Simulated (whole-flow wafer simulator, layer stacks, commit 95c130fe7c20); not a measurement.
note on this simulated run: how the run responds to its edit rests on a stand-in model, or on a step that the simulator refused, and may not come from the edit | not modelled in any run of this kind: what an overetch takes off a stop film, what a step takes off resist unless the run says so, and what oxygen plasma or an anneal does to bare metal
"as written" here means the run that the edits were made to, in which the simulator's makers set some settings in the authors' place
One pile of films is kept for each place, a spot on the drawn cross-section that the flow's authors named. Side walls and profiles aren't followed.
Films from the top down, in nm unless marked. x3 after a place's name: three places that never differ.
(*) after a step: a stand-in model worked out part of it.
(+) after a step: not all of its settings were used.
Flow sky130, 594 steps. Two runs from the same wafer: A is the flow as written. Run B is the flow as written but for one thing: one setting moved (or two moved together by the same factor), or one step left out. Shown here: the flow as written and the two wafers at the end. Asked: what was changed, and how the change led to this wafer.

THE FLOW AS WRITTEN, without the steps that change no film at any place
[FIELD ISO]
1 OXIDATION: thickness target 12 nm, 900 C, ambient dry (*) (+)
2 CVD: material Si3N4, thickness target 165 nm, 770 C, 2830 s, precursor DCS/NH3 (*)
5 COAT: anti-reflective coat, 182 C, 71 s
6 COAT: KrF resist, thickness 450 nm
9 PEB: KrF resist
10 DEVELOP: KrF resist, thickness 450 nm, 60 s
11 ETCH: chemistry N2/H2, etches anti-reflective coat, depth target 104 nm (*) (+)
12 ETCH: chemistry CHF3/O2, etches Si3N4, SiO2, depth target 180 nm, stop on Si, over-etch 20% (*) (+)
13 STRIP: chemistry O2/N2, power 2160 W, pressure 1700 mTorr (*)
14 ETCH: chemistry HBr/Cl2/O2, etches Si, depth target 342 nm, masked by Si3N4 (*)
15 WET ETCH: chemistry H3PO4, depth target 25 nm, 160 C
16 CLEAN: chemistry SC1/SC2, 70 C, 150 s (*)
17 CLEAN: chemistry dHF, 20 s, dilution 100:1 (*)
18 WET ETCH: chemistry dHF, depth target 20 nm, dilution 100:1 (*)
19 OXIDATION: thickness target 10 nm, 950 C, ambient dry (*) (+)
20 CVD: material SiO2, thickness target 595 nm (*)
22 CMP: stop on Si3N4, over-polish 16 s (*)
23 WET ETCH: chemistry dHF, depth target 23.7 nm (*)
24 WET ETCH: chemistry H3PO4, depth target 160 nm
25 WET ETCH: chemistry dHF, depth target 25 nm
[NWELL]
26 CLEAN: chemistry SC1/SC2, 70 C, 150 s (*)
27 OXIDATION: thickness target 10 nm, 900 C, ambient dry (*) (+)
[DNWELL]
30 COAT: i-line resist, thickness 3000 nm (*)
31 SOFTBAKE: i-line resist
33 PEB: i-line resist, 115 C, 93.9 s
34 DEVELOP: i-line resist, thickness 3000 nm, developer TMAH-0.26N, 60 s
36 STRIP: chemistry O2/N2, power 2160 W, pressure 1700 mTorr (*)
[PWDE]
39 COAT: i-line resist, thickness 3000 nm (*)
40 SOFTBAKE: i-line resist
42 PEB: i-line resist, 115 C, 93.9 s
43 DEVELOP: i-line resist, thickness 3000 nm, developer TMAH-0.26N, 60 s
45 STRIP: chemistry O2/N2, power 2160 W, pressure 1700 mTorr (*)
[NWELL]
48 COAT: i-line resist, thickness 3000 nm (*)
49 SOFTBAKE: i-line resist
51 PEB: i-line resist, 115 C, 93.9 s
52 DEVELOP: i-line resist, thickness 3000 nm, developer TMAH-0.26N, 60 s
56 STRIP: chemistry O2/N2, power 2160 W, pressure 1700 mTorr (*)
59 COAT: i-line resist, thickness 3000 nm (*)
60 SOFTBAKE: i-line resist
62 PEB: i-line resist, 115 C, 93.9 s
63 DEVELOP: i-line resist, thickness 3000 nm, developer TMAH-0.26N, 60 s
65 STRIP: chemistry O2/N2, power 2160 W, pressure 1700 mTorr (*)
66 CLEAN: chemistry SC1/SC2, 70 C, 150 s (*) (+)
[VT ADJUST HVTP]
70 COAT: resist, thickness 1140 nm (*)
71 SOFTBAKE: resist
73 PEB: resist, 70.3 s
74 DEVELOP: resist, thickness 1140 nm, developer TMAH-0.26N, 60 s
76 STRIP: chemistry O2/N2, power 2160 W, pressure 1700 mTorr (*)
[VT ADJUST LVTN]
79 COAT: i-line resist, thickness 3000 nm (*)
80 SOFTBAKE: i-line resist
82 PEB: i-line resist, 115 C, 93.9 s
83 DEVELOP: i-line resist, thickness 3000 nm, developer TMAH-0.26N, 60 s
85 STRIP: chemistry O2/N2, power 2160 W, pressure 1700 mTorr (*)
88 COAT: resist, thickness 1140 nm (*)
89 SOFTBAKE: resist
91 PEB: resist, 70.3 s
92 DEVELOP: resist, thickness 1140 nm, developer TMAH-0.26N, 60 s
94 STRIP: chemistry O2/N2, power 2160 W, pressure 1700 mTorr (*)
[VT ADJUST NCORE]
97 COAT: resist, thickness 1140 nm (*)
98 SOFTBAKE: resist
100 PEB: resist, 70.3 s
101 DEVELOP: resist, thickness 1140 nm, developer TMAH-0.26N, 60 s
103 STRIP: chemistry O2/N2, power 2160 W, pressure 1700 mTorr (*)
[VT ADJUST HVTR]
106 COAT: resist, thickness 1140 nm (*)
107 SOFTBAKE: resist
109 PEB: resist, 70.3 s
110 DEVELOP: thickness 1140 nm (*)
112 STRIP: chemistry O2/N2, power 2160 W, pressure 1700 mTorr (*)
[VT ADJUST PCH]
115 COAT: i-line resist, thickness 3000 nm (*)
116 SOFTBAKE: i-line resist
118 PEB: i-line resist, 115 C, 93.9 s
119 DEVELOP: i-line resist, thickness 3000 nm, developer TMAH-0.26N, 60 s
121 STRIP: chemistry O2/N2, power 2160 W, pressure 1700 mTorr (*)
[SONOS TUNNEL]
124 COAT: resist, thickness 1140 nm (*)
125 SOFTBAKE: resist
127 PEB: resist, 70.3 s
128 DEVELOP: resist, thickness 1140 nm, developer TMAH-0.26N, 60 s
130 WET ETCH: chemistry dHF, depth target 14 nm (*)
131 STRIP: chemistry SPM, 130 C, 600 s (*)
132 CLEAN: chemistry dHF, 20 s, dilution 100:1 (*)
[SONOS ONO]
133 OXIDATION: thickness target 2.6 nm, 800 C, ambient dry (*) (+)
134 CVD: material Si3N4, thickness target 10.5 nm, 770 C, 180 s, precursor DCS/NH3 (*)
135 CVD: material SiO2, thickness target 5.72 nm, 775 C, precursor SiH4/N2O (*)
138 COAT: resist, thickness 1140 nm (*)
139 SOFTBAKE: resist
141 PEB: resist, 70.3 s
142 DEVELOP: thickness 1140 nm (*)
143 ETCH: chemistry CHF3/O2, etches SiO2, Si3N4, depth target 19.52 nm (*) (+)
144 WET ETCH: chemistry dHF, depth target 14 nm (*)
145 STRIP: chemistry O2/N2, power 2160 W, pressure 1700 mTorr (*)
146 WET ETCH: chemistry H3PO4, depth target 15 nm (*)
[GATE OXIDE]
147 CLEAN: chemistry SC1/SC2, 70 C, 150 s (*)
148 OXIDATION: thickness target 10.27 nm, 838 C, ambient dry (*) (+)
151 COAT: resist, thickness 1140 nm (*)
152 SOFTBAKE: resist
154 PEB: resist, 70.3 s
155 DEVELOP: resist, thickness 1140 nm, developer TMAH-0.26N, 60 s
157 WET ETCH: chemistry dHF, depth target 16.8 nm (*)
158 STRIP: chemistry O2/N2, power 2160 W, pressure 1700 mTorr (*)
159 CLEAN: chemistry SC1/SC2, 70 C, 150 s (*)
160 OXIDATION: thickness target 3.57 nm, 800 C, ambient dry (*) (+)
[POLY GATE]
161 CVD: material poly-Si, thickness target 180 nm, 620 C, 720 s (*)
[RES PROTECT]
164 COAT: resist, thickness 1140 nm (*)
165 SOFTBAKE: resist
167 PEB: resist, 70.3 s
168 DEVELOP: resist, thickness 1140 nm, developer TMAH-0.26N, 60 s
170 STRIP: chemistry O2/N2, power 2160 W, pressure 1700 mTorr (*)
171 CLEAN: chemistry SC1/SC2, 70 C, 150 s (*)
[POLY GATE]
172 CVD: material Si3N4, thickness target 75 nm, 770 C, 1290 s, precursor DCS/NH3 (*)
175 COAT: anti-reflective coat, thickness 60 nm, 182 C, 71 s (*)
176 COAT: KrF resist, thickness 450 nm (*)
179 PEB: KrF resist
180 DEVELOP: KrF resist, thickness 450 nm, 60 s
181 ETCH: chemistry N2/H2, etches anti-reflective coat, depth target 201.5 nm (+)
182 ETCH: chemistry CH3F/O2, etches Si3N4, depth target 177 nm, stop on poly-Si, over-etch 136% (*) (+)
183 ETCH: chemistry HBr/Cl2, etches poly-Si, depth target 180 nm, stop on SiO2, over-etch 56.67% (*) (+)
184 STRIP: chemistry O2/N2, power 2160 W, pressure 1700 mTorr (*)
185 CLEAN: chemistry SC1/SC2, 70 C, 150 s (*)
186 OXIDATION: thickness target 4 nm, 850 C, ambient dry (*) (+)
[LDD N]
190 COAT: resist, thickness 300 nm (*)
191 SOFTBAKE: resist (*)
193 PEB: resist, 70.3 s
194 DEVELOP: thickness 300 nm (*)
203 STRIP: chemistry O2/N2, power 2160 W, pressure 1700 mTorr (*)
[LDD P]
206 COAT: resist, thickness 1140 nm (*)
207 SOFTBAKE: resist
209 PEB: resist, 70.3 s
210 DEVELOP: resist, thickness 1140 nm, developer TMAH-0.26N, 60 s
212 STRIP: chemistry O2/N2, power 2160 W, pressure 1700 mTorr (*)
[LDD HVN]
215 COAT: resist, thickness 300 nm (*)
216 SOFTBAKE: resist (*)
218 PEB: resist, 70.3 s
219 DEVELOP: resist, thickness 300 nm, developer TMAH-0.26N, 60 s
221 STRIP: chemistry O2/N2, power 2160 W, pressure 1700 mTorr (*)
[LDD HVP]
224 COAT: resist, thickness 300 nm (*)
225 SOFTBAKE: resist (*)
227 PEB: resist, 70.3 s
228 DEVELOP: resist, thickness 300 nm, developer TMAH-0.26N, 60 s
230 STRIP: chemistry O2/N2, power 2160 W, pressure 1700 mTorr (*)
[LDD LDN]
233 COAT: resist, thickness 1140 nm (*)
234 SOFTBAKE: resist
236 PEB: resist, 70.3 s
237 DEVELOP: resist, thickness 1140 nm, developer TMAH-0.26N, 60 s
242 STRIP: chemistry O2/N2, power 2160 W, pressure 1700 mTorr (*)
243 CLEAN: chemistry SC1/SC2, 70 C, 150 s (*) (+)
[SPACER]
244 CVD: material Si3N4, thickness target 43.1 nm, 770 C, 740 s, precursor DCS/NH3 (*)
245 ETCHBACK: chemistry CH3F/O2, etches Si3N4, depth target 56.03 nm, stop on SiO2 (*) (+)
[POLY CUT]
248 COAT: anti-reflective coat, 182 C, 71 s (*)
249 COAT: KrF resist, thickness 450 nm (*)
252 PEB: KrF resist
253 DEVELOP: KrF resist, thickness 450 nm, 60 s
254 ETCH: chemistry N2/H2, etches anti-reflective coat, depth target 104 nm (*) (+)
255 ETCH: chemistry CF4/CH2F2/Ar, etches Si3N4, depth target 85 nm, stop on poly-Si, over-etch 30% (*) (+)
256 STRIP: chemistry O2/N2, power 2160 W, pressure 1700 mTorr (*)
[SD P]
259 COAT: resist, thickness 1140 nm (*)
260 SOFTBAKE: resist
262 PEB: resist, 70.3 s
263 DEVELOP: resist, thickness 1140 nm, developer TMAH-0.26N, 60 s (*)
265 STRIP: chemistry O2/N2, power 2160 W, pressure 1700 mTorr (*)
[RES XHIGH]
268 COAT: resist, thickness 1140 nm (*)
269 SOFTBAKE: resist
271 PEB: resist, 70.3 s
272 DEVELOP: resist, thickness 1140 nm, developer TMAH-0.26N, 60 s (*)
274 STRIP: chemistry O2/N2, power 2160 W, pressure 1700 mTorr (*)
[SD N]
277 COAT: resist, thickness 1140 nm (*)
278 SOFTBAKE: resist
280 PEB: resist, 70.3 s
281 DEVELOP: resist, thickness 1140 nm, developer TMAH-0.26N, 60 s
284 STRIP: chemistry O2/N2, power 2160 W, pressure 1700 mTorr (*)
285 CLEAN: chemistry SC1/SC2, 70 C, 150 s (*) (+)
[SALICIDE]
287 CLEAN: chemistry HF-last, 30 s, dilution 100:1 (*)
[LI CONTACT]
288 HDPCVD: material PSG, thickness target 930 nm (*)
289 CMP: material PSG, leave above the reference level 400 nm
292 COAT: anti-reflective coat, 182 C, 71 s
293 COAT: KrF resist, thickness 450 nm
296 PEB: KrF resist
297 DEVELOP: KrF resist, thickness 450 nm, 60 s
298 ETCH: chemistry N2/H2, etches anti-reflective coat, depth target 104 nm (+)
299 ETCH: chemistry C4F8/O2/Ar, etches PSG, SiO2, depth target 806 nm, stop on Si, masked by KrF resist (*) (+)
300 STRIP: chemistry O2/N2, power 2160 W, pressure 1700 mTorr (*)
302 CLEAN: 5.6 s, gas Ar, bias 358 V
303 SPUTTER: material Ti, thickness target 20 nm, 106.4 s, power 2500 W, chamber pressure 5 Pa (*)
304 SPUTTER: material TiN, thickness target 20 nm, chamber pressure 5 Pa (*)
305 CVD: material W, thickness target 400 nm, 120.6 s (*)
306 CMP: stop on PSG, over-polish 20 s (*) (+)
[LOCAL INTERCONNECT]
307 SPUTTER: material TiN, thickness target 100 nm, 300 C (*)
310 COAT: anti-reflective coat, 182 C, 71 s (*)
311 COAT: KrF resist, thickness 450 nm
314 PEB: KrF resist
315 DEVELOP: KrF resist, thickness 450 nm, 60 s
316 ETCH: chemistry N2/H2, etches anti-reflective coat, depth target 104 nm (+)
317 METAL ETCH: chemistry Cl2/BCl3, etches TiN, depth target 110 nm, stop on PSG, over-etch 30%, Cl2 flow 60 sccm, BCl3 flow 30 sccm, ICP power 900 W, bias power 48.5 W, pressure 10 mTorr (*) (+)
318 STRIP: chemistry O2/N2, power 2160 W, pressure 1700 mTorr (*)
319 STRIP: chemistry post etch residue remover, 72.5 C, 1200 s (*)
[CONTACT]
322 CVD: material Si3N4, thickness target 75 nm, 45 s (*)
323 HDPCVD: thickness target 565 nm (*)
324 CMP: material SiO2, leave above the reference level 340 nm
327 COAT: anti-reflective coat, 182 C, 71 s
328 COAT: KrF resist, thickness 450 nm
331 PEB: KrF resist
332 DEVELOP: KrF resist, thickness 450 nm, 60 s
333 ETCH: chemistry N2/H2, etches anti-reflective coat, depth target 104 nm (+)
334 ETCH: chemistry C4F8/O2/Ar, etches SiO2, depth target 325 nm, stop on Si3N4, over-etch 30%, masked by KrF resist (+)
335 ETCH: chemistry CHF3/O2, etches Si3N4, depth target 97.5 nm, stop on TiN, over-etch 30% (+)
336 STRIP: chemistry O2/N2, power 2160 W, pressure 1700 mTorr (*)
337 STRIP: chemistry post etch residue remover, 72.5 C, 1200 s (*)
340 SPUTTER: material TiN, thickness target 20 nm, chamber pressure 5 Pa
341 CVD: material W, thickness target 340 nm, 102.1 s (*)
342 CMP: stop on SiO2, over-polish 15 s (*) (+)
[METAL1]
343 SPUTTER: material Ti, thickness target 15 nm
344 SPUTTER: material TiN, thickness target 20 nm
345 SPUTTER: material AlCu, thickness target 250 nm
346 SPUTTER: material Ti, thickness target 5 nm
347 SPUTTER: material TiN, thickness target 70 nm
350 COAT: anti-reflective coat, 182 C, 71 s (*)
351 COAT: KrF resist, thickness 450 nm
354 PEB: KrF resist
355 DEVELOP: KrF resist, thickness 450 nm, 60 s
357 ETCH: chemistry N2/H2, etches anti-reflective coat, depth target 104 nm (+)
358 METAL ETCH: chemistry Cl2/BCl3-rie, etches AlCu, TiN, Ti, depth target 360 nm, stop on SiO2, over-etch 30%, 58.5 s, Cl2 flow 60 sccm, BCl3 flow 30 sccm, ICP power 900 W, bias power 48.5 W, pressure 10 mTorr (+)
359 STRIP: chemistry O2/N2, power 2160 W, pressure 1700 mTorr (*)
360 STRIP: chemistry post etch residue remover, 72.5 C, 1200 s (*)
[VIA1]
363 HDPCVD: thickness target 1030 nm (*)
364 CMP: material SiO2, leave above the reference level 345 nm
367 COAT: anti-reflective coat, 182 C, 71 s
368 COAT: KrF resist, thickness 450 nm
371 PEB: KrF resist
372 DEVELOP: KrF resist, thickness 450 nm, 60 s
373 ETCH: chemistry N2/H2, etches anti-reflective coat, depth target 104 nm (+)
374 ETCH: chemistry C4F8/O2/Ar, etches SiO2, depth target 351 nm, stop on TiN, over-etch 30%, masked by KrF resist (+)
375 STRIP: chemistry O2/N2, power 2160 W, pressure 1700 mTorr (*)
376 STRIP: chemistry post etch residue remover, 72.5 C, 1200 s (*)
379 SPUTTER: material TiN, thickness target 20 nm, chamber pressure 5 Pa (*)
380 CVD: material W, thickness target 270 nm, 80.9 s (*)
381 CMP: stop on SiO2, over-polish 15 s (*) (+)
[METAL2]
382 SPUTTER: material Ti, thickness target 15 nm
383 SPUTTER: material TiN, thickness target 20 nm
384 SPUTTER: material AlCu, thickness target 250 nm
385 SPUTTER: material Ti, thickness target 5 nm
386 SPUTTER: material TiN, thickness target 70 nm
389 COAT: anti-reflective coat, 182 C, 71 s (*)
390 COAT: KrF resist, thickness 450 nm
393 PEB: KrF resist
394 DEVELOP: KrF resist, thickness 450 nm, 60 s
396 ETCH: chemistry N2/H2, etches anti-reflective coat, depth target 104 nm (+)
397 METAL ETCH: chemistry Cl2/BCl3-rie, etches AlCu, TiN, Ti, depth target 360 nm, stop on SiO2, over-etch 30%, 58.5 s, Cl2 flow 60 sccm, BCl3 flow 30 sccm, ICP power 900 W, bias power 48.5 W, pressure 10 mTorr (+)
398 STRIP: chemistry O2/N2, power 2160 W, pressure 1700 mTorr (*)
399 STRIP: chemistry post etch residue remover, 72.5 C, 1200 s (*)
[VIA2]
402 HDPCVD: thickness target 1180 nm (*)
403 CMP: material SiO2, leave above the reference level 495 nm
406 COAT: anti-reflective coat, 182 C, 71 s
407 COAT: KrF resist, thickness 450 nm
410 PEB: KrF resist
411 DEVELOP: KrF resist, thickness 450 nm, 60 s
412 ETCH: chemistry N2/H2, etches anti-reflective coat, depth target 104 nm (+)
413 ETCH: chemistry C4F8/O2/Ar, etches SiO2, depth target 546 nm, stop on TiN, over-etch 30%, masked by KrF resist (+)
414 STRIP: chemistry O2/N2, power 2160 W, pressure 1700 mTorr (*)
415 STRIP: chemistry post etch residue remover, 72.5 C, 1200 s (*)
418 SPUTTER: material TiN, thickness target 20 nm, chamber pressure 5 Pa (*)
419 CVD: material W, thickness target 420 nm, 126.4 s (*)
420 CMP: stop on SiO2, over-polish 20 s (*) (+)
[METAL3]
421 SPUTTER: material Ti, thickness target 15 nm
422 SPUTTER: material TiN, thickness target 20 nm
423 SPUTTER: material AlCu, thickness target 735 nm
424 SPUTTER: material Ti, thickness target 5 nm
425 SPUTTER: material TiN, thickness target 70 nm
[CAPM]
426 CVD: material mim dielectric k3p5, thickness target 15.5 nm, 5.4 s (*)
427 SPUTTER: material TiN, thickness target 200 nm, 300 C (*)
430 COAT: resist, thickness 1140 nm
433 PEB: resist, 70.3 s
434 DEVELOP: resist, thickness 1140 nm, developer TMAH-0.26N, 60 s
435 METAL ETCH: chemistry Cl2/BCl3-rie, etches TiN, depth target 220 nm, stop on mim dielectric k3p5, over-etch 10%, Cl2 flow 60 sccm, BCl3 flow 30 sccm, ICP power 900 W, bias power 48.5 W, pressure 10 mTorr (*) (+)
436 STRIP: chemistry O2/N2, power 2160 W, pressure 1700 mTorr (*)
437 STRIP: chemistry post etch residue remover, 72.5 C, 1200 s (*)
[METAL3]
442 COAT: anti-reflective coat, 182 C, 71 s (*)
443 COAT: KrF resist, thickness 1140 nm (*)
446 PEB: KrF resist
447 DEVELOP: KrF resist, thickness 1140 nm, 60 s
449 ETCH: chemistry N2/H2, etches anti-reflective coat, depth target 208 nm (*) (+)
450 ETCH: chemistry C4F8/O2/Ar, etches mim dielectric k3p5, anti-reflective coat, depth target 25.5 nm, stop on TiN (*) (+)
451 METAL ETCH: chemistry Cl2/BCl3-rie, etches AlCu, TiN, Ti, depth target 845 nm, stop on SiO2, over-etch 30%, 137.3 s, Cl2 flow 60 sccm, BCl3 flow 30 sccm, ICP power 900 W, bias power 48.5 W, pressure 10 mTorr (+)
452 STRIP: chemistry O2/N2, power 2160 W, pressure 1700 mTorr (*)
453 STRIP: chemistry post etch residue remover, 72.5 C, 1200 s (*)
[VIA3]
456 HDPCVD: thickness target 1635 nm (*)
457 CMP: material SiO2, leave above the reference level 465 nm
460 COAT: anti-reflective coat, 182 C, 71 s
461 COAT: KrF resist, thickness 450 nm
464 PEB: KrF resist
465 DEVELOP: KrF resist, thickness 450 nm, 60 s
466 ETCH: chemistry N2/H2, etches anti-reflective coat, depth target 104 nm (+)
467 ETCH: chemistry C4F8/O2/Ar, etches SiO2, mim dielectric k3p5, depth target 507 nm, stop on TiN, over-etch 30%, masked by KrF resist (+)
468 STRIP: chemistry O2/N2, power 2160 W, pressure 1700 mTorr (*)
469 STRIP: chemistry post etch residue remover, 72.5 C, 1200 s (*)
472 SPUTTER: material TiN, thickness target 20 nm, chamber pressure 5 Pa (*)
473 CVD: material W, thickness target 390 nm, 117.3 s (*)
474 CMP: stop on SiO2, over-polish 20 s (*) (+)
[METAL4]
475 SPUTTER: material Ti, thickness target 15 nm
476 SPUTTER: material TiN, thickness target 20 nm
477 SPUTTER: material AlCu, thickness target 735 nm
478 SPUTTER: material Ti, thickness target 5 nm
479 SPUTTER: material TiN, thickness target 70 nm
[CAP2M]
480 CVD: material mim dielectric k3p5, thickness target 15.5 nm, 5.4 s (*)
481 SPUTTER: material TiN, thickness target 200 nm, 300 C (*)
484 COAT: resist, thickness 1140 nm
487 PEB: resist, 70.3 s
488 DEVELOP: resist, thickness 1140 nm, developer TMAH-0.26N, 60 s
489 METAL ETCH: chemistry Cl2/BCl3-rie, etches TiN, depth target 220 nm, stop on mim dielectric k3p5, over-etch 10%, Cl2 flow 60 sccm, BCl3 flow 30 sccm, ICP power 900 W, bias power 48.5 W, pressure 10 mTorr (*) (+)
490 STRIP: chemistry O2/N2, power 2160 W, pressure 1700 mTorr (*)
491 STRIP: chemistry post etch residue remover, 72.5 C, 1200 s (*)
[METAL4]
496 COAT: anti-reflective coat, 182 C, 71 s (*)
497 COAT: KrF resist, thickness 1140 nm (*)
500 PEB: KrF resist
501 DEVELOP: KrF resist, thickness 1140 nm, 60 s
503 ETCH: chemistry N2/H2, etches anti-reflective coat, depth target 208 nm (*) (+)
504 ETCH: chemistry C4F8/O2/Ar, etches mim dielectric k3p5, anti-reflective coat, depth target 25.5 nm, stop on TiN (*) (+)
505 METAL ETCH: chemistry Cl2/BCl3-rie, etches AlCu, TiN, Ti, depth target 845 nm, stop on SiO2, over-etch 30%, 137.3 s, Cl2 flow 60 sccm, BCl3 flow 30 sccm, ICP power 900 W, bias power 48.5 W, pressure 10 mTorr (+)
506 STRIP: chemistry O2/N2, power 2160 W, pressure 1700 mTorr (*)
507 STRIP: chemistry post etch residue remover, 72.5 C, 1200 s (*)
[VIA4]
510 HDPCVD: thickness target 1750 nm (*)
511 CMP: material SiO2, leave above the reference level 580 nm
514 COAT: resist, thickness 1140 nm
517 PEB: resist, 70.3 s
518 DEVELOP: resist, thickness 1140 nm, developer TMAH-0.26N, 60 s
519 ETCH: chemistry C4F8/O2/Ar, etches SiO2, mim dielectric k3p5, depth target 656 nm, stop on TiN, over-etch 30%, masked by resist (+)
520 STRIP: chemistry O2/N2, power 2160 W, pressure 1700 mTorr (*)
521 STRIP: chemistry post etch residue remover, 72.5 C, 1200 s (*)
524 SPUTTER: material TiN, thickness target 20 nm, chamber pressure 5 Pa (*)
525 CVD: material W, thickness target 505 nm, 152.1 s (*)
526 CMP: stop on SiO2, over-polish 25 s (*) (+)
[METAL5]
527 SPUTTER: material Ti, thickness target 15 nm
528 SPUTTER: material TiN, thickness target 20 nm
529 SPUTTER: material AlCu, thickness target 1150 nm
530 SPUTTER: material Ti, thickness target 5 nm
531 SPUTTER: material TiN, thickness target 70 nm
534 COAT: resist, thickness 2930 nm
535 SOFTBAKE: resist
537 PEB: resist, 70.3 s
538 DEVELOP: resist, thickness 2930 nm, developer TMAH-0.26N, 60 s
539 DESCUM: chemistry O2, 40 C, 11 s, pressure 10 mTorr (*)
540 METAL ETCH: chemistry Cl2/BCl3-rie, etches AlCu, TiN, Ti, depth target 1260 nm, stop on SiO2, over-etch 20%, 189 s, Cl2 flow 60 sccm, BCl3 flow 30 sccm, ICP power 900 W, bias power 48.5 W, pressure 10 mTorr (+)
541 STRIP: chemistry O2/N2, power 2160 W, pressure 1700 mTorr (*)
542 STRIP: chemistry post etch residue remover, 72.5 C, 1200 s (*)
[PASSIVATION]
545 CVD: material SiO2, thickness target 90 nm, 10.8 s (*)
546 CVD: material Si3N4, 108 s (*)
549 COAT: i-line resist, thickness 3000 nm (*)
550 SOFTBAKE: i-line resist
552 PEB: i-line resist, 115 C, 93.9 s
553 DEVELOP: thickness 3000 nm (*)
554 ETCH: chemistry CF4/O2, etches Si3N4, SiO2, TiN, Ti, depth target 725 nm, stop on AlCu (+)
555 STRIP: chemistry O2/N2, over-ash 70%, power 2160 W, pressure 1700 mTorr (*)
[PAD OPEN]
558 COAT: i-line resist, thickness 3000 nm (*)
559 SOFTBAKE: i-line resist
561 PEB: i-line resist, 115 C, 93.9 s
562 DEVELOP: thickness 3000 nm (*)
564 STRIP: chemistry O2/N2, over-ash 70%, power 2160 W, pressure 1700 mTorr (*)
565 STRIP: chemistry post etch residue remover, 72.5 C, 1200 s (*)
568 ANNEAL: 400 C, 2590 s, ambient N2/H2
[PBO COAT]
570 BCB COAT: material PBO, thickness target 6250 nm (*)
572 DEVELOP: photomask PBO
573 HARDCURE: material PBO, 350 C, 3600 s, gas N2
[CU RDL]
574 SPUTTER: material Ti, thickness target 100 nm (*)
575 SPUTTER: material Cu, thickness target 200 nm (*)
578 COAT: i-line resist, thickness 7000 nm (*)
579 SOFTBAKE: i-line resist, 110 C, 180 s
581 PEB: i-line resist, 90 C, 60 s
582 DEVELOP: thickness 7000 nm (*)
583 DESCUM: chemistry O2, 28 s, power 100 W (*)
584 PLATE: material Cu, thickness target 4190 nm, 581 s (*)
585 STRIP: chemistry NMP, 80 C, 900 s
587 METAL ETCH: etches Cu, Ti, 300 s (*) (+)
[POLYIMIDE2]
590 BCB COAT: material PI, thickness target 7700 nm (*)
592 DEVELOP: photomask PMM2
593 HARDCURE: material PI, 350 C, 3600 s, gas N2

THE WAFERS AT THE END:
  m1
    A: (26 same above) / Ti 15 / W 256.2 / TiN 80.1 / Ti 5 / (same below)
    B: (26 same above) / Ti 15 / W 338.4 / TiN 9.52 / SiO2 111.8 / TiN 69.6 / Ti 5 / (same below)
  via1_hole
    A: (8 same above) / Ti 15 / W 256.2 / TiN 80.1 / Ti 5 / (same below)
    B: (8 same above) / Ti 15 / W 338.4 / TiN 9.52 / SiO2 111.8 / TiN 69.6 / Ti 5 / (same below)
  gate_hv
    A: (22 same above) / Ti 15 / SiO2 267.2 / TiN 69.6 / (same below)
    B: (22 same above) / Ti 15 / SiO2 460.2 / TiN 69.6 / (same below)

The cause: step 364, CMP: leave above the reference level 538 nm was run, where the flow has leave above the reference level 345 nm.

How the change led to this, step by step:
  364 CMP: material SiO2, leave above the reference level 345 nm
      n_well, p_well, gate_hv and 100 more: A SiO2 -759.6 | B SiO2 -566.6
      field, active, gate and 81 more: A SiO2 -389.1 | B SiO2 -196.1
      (and at 4 more places)
  374 ETCH: chemistry C4F8/O2/Ar, etches SiO2, depth target 351 nm, stop on TiN, over-etch 30%, masked by KrF resist (+)
      m1, via1_hole: A SiO2 -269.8 (all of it) | B SiO2 -351
  379 SPUTTER: material TiN, thickness target 20 nm, chamber pressure 5 Pa (*)
      m1: A TiN +11 | B TiN +9.52 (new film)
      via1_hole: A TiN +10.9 | B TiN +9.52 (new film)
  380 CVD: material W, thickness target 270 nm, 80.9 s (*)
      m1, via1_hole: A W +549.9 (new film) | B W +632.1 (new film)
Counting metal films that touch as one body, m1 has 3 bodies (between them, from the top down: SiO2 111.8; SiO2 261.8 / Si3N4 75); the flow as written gives 2 bodies (between them, from the top down: SiO2 261.8 / Si3N4 75).
Counting metal films that touch as one body, via1_hole has 2 bodies (between them, from the top down: SiO2 111.8); the flow as written gives 1 body.
